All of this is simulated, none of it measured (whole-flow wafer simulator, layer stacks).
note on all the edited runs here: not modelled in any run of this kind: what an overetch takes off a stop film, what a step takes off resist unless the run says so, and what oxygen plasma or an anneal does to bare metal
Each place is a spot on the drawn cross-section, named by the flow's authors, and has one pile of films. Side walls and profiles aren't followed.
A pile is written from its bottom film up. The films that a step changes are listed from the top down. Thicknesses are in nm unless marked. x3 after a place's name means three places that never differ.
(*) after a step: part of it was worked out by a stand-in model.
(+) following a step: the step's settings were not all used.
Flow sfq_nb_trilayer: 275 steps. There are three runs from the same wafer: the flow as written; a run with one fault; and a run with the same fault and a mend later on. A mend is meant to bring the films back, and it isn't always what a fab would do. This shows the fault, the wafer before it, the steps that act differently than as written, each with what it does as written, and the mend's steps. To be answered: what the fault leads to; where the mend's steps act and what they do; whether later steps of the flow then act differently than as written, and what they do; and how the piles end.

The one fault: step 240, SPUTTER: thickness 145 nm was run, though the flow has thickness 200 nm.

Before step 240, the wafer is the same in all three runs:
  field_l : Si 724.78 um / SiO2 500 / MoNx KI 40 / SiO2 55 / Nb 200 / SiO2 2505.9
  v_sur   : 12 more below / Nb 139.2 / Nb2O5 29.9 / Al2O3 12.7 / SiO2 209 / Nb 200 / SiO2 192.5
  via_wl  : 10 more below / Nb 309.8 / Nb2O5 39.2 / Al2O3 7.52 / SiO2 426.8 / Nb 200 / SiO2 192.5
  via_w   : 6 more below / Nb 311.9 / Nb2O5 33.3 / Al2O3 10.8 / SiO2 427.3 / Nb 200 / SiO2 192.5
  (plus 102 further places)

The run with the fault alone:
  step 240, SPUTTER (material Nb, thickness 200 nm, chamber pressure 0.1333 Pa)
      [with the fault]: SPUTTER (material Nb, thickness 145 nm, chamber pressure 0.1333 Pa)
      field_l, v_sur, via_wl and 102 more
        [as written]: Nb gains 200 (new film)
        [with the fault]: Nb gains 145 (new film)
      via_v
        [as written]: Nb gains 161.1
        [with the fault]: Nb gains 116.7
  Later steps of the flow acting differently than as written (3 other steps are not shown; they differ only slightly, by no more than 2% or 0.5 nm, whichever is larger):
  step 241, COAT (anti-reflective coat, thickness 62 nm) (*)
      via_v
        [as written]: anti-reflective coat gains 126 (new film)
        [with the fault]: anti-reflective coat gains 122.9 (new film)
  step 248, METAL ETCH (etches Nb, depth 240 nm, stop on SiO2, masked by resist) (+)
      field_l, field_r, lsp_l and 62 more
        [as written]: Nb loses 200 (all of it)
        [with the fault]: Nb loses 145 (all of it)
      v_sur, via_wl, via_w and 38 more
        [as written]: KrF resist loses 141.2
        [with the fault]: KrF resist loses 127.9
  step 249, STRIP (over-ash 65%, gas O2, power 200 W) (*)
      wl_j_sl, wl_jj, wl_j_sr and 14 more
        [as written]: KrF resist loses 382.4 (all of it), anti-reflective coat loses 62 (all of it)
        [with the fault]: KrF resist loses 395.6 (all of it), anti-reflective coat loses 62 (all of it)
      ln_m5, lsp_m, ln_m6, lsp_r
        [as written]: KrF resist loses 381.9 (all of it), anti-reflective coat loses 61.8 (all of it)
        [with the fault]: KrF resist loses 395.2 (all of it), anti-reflective coat loses 61.8 (all of it)
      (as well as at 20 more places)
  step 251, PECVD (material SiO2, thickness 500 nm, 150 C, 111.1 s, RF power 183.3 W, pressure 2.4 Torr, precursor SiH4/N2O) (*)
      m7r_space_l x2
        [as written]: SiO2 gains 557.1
        [with the fault]: SiO2 gains 502.1
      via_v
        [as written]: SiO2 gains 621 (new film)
        [with the fault]: SiO2 gains 604.6 (new film)
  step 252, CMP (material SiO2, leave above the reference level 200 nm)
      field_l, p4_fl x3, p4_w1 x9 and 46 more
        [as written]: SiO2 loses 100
        [with the fault]: SiO2 loses 155
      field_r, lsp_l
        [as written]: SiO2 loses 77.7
        [with the fault]: SiO2 loses 138.8
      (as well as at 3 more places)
  At v_sur, via_wl, via_w and 87 more, the piles at the end differ from the flow's by more than 2% or 0.5 nm, whichever is larger.
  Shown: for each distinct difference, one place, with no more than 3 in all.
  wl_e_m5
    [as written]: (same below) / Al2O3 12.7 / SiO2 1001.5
    [with the fault]: (same below) / Al2O3 12.7 / SiO2 946.5
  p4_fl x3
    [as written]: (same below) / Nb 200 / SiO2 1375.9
    [with the fault]: (same below) / Nb 200 / SiO2 1320.9
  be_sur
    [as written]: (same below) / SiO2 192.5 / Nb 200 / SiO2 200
    [with the fault]: (same below) / SiO2 192.5 / Nb 145 / SiO2 200

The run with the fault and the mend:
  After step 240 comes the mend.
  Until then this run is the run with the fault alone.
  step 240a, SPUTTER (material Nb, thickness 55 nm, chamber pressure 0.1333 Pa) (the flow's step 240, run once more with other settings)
      field_l, v_sur, via_wl and 102 more
        Nb gains 55
      via_v
        Nb gains 40.9
  Later steps of the flow that are run all act as written at every place that is followed, up to a difference of at most 2% or 0.5 nm, whichever is larger.
  When the end is reached, the piles differ only a little from the flow's at the places that both follow, at most by 2% or 0.5 nm, whichever is larger.
